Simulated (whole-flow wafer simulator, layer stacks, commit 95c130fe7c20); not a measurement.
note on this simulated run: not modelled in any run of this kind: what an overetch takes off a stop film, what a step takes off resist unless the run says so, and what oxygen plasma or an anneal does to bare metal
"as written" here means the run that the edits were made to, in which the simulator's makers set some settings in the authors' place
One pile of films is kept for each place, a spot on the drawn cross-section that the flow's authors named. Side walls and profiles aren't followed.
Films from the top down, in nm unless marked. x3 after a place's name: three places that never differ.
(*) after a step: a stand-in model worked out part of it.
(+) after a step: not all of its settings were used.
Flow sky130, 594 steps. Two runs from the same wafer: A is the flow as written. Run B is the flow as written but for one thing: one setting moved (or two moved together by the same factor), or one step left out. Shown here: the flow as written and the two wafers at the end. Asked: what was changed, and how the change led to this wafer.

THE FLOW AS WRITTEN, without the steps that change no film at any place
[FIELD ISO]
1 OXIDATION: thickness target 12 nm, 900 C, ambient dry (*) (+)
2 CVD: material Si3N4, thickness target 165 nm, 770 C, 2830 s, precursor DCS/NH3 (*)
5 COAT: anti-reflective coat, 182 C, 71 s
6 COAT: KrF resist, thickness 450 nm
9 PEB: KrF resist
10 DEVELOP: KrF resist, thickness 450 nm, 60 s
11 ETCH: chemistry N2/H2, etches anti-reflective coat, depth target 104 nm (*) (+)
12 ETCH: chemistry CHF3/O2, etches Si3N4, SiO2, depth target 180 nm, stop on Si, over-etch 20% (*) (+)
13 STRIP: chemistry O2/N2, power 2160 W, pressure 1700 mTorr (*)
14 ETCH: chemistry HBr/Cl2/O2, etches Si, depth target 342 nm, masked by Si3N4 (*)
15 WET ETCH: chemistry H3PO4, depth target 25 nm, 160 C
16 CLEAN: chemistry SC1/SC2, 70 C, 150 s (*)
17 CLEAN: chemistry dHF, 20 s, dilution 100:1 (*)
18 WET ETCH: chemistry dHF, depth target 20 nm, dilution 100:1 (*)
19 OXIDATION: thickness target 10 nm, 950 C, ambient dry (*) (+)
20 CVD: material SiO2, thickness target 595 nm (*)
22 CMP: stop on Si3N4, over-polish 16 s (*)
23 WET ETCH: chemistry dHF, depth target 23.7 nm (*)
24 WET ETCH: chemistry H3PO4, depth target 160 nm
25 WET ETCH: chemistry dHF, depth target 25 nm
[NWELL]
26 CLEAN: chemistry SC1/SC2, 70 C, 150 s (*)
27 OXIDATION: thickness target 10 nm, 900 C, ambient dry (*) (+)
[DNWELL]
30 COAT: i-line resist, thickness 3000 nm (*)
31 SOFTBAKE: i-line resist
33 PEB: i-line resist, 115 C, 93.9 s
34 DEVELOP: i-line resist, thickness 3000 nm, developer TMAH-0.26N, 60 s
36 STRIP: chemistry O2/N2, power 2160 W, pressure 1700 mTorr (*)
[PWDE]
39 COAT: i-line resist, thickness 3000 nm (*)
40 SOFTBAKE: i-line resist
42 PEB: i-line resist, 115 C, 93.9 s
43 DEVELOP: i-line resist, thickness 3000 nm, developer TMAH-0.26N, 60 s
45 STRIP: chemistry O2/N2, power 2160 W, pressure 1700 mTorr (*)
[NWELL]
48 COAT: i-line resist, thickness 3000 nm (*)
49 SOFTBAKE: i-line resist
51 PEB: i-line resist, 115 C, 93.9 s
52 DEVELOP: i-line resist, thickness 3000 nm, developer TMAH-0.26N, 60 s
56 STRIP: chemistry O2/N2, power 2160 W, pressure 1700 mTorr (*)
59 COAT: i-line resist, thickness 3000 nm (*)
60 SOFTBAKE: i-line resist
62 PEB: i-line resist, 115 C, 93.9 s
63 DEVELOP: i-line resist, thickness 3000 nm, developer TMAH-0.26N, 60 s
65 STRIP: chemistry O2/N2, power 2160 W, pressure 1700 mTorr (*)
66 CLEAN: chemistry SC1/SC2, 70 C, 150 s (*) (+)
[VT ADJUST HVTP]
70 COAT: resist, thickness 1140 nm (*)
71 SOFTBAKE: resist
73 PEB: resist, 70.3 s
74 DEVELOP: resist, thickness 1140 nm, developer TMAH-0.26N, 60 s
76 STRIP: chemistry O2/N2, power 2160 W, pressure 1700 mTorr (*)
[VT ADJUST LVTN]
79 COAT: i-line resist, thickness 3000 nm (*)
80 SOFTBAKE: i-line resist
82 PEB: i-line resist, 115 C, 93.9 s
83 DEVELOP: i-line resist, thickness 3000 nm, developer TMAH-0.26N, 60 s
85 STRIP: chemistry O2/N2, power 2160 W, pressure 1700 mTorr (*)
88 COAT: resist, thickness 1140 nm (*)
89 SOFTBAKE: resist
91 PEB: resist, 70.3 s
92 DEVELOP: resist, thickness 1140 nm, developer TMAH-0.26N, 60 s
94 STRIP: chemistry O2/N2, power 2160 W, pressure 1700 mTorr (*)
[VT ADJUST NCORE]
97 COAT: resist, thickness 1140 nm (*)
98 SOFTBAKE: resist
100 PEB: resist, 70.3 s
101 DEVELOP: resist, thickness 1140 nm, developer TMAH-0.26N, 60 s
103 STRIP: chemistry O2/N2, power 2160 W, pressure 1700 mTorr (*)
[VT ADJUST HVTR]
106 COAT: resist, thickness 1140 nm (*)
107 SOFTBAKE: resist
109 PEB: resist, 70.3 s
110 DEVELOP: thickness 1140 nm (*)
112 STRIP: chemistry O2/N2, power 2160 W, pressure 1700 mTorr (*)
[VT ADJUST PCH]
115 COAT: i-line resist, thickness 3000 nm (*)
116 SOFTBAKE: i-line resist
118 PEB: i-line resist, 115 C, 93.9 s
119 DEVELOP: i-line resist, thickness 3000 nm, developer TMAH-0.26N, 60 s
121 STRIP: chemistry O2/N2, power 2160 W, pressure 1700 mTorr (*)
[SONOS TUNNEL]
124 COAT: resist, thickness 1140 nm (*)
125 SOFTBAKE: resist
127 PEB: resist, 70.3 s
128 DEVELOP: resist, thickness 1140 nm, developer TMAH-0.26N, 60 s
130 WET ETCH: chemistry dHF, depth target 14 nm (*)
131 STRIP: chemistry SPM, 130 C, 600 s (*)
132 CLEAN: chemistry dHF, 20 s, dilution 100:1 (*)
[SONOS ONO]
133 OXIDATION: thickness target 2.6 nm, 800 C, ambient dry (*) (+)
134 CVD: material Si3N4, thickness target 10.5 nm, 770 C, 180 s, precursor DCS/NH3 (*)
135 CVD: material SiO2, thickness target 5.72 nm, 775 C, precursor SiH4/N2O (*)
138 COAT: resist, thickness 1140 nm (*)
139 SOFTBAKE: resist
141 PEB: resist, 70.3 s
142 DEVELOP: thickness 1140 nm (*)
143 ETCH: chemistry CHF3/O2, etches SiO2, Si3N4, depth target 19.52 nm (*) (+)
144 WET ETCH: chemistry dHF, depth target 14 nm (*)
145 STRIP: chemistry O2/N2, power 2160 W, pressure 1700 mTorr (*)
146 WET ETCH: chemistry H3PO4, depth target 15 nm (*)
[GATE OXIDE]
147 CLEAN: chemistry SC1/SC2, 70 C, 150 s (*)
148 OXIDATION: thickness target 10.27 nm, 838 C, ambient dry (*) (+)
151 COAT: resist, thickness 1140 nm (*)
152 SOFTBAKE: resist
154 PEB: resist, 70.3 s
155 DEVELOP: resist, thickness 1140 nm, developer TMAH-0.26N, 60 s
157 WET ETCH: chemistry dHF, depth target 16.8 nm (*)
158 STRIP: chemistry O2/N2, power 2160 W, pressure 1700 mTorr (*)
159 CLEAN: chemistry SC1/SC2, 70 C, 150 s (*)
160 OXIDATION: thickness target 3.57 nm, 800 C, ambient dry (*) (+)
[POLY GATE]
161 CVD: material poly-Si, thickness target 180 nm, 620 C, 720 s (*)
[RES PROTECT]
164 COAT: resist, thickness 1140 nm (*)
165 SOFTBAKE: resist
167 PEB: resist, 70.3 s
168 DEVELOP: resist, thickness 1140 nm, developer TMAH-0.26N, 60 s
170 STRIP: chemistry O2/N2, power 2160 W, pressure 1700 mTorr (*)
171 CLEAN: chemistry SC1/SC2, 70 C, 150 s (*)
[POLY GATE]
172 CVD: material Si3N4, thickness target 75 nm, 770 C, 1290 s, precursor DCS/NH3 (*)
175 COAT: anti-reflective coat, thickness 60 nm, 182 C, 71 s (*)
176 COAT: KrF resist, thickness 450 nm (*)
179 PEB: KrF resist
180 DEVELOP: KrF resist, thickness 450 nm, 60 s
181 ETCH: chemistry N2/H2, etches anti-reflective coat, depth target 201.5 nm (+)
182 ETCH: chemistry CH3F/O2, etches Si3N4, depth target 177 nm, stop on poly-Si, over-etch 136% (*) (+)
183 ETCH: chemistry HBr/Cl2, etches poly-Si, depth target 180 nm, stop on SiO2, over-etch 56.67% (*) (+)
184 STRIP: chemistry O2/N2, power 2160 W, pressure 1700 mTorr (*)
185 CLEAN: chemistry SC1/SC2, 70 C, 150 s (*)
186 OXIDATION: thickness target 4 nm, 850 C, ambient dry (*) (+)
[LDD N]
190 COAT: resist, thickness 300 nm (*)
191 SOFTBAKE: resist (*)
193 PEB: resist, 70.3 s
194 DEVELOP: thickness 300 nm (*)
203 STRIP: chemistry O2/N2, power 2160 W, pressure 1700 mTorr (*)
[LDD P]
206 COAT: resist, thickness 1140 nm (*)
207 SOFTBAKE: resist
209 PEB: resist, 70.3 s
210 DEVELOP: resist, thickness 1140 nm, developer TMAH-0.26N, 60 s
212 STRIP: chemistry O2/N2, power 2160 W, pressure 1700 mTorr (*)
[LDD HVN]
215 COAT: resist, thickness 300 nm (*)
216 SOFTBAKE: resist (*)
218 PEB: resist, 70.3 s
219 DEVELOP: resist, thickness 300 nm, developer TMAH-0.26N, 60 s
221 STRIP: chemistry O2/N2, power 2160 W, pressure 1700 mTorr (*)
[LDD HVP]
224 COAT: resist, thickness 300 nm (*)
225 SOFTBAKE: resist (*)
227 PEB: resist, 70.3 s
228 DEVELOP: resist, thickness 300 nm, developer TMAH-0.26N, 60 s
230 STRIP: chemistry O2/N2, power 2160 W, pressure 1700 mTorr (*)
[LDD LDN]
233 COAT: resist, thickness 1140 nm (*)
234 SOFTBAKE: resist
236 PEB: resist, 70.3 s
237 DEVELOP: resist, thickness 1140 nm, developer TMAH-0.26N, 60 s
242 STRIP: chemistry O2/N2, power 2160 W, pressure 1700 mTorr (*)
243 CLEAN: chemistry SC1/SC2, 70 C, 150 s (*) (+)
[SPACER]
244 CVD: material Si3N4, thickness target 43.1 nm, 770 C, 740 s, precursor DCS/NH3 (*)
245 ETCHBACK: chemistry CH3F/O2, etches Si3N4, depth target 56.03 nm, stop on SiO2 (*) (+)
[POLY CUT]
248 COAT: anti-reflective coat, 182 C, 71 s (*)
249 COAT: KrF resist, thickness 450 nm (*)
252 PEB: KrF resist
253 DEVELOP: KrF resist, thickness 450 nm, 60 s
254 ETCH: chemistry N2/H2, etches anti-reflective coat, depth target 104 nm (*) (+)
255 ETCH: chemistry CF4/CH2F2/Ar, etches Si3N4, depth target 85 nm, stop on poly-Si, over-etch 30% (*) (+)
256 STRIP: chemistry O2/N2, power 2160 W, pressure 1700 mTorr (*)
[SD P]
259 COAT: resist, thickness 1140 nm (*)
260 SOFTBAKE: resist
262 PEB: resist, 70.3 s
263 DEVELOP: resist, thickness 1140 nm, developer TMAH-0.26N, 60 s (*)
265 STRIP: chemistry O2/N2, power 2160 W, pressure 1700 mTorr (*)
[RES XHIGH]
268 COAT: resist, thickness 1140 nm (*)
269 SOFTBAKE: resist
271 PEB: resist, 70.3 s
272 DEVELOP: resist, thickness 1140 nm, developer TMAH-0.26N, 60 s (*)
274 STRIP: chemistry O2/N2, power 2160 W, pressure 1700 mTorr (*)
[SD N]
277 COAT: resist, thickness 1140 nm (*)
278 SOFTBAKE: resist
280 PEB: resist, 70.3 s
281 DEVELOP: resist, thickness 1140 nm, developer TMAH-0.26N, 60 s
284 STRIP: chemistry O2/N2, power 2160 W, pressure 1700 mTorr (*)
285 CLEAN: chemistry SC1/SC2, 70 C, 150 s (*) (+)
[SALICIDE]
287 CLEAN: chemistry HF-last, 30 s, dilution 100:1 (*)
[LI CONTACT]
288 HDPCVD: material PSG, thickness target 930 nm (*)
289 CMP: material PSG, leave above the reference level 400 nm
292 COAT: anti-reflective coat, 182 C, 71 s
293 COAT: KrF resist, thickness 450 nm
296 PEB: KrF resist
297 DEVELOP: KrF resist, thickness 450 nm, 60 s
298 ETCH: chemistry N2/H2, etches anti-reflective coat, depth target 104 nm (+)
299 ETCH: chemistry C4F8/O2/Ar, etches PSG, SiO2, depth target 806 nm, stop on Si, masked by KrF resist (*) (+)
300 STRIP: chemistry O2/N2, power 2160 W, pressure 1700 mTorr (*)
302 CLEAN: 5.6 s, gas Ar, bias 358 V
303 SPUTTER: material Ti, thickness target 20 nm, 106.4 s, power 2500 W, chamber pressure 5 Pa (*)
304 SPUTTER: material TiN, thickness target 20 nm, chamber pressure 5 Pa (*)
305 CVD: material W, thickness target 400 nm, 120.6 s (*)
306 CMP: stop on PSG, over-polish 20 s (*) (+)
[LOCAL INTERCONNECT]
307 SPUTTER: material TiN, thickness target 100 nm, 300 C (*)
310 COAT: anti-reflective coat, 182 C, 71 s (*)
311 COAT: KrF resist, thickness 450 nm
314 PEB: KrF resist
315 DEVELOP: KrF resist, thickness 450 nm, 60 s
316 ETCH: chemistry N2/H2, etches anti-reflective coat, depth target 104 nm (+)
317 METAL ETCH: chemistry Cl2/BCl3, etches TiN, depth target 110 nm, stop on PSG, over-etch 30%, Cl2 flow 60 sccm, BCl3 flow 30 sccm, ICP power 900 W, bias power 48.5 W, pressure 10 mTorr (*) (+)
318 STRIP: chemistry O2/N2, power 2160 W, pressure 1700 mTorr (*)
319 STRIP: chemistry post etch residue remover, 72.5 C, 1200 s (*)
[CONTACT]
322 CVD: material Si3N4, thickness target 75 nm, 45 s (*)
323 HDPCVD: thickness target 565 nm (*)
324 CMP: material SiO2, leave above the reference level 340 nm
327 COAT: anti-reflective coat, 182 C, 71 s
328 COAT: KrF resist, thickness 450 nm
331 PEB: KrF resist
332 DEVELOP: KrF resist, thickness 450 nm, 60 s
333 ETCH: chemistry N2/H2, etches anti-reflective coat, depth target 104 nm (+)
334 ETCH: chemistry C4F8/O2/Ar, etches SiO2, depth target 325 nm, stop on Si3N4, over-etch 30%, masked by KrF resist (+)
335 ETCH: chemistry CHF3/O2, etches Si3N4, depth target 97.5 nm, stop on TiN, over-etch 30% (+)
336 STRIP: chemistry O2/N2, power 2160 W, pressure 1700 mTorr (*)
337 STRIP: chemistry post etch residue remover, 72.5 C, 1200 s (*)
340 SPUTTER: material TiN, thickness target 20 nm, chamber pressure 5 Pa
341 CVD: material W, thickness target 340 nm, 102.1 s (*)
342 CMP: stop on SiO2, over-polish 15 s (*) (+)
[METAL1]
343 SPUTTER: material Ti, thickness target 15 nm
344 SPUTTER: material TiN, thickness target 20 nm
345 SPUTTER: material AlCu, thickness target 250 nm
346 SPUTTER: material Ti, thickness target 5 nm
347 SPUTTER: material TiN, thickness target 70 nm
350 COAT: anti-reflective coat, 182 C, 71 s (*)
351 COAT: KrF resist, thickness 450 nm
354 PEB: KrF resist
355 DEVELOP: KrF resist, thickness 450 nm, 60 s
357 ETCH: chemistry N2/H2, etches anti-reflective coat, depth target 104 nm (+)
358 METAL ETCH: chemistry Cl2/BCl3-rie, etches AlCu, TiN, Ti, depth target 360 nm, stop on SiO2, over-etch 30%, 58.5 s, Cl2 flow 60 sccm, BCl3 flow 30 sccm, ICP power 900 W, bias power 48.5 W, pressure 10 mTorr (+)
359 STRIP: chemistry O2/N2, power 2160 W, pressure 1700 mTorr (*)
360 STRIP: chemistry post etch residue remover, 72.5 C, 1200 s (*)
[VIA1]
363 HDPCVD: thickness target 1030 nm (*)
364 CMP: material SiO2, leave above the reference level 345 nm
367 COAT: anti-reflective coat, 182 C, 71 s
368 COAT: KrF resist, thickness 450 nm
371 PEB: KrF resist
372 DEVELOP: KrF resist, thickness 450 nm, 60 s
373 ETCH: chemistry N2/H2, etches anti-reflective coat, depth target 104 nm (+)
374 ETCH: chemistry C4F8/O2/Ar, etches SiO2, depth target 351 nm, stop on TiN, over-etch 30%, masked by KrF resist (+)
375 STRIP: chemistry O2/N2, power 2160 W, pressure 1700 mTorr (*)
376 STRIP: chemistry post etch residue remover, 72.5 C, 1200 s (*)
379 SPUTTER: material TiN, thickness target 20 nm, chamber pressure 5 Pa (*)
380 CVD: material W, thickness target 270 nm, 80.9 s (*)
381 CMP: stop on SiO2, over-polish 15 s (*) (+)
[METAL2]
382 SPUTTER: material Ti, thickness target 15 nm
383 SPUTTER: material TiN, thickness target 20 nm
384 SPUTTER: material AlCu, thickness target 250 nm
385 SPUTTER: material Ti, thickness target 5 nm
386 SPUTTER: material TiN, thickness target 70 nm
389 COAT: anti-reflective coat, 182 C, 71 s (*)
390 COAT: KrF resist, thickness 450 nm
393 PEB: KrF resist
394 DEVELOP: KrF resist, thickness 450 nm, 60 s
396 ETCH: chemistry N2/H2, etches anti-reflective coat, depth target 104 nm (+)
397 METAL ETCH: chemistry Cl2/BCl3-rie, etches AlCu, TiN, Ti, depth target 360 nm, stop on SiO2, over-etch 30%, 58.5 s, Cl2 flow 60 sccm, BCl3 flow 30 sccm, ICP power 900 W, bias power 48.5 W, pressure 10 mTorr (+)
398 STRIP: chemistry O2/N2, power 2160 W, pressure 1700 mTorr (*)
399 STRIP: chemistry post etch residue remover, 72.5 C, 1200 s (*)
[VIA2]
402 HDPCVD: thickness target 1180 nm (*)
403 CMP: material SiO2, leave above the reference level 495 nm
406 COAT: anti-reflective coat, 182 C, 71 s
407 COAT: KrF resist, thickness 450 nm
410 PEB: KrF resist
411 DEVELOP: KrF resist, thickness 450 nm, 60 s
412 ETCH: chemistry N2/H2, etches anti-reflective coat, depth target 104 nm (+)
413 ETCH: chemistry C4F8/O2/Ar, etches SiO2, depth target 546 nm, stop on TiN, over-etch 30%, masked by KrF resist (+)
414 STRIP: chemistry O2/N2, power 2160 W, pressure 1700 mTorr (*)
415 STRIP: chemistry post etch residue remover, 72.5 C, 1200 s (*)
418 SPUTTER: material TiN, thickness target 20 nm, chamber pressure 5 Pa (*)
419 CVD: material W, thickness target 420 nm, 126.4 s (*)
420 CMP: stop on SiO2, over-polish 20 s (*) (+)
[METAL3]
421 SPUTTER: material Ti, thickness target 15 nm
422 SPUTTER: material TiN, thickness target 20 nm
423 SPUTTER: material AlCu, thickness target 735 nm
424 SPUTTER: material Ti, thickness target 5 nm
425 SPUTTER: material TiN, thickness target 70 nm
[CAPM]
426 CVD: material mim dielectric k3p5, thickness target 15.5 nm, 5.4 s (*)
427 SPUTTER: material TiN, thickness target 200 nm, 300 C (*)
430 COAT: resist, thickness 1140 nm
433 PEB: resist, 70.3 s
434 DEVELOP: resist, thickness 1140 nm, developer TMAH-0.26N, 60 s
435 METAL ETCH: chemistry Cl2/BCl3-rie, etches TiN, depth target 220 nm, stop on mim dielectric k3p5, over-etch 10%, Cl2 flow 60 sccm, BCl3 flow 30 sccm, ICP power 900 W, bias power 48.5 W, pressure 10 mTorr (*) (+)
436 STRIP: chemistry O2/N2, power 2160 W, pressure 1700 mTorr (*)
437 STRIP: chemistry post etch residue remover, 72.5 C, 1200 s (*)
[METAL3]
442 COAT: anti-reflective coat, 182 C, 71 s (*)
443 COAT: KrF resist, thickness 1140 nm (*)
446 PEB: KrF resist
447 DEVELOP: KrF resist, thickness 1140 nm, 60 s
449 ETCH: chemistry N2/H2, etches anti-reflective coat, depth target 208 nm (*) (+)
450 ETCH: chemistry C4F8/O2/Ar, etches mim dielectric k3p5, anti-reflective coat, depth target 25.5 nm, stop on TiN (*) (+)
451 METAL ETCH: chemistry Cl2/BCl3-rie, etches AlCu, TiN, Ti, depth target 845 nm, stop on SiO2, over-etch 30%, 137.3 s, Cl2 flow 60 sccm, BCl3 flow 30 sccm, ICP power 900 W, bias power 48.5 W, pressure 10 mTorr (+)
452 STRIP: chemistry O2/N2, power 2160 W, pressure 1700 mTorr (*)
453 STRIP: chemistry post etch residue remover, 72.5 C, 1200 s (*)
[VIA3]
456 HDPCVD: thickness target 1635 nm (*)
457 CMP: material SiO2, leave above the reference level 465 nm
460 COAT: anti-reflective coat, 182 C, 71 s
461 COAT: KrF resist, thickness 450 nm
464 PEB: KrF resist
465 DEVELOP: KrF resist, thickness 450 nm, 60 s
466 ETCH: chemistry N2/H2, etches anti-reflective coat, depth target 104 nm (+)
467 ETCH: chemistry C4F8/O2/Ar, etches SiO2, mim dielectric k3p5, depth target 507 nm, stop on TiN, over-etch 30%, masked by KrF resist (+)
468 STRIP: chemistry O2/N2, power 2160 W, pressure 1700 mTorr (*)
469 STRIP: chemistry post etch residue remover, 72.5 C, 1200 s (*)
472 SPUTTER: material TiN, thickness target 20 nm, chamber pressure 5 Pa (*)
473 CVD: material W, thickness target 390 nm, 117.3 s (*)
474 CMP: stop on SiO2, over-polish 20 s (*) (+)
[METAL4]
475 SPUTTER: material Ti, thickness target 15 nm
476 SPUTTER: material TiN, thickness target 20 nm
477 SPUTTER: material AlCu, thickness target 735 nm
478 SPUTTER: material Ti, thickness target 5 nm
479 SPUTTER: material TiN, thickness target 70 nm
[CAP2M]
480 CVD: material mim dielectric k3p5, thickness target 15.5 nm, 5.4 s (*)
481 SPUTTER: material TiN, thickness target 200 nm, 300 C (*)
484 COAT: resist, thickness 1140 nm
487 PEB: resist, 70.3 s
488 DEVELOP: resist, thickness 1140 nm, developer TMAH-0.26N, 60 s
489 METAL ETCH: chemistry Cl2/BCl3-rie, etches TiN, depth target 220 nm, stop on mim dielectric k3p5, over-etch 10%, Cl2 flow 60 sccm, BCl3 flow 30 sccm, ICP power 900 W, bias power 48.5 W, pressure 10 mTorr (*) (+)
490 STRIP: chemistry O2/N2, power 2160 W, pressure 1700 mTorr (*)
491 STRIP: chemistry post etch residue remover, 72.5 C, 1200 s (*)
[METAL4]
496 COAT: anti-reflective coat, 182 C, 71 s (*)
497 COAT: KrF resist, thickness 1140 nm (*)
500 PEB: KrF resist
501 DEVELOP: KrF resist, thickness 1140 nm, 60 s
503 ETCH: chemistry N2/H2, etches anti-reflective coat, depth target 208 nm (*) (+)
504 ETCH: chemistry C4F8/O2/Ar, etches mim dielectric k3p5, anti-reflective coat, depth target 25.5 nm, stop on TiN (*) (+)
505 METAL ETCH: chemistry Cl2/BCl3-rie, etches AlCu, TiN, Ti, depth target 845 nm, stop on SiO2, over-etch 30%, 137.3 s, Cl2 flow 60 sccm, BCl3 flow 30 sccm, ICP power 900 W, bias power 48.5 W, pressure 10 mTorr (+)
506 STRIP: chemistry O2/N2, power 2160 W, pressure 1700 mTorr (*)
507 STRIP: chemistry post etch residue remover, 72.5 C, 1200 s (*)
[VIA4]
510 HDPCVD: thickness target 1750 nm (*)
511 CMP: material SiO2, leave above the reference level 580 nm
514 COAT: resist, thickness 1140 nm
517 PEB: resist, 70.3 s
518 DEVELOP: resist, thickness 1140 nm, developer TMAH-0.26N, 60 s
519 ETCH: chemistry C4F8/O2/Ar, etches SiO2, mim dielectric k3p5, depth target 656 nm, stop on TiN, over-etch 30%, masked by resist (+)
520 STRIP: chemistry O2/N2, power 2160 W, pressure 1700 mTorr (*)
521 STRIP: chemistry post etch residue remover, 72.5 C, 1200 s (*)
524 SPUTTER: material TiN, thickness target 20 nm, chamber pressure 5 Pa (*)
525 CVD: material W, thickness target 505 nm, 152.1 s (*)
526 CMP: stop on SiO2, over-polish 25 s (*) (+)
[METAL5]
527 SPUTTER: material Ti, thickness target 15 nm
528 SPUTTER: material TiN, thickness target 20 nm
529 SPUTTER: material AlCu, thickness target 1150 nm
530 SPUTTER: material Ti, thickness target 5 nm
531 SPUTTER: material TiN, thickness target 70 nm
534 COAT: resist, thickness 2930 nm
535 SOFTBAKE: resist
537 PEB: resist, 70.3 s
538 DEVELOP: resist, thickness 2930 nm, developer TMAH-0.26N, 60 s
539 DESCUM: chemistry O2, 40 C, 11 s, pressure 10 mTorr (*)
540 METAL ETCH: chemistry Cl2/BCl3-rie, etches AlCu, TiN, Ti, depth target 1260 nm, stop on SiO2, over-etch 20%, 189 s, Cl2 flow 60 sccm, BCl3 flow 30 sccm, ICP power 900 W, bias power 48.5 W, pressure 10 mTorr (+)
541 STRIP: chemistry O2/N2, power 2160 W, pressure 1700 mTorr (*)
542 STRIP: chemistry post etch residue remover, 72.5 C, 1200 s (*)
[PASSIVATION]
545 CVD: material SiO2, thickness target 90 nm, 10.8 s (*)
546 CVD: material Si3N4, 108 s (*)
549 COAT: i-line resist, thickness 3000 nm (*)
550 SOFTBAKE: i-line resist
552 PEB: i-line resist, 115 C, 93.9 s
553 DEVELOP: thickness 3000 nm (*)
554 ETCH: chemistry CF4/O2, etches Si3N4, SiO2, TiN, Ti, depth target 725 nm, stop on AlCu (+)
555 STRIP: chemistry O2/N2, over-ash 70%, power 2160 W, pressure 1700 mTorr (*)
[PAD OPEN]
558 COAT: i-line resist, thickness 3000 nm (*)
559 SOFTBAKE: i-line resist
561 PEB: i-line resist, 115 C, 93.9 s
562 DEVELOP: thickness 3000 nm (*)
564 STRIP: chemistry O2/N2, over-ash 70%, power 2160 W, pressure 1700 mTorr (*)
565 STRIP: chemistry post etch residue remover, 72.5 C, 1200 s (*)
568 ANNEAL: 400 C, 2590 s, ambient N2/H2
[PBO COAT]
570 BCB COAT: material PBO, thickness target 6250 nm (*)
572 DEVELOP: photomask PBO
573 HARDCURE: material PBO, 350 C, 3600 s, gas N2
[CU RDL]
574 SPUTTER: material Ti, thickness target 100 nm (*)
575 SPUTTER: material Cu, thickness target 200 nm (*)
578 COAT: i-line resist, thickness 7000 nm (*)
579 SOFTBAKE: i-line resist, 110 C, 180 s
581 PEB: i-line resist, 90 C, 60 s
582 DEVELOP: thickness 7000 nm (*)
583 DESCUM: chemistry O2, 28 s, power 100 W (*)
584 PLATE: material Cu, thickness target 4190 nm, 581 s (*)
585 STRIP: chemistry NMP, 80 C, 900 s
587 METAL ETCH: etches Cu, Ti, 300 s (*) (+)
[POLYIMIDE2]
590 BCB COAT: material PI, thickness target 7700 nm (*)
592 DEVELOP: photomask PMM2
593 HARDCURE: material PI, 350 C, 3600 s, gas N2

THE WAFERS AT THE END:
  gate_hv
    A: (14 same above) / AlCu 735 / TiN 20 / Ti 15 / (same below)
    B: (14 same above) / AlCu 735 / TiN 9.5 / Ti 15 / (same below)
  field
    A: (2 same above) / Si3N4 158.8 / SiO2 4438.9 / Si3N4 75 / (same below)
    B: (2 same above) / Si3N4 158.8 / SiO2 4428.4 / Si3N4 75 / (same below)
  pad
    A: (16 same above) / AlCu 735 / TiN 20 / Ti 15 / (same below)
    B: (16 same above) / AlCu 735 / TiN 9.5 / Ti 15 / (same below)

The cause: step 422, SPUTTER: thickness target 9.5 nm was run, where the flow has thickness target 20 nm.
It can be read off the wafer: gate_hv has TiN 9.5, and step 422 as written asks for 20 nm.

How the change led to this, step by step:
  422 SPUTTER: material TiN, thickness target 20 nm
      field, active, n_well and 188 more: A TiN +20 (new film) | B TiN +9.5 (new film)
  451 METAL ETCH: chemistry Cl2/BCl3-rie, etches AlCu, TiN, Ti, depth target 845 nm, stop on SiO2, over-etch 30%, 137.3 s, Cl2 flow 60 sccm, BCl3 flow 30 sccm, ICP power 900 W, bias power 48.5 W, pressure 10 mTorr (+)
      field, gate, spacer and 68 more: A TiN -70 (all of it), Ti -5 (all of it), AlCu -735 (all of it), TiN -20 (all of it), Ti -15 (all of it), SiO2 -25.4 | B TiN -70 (all of it), Ti -5 (all of it), AlCu -735 (all of it), TiN -9.5 (all of it), Ti -15 (all of it), SiO2 -26.4
      active, vpp_ln, vpp_iso2 and 11 more: A TiN -70 (all of it), Ti -5 (all of it), AlCu -735 (all of it), TiN -20 (all of it), Ti -15 (all of it), SiO2 -25.3 | B TiN -70 (all of it), Ti -5 (all of it), AlCu -735 (all of it), TiN -9.5 (all of it), Ti -15 (all of it), SiO2 -26.4
  457 CMP: material SiO2, leave above the reference level 465 nm
      field, active, gate and 82 more: A SiO2 -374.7 | B SiO2 -384.1
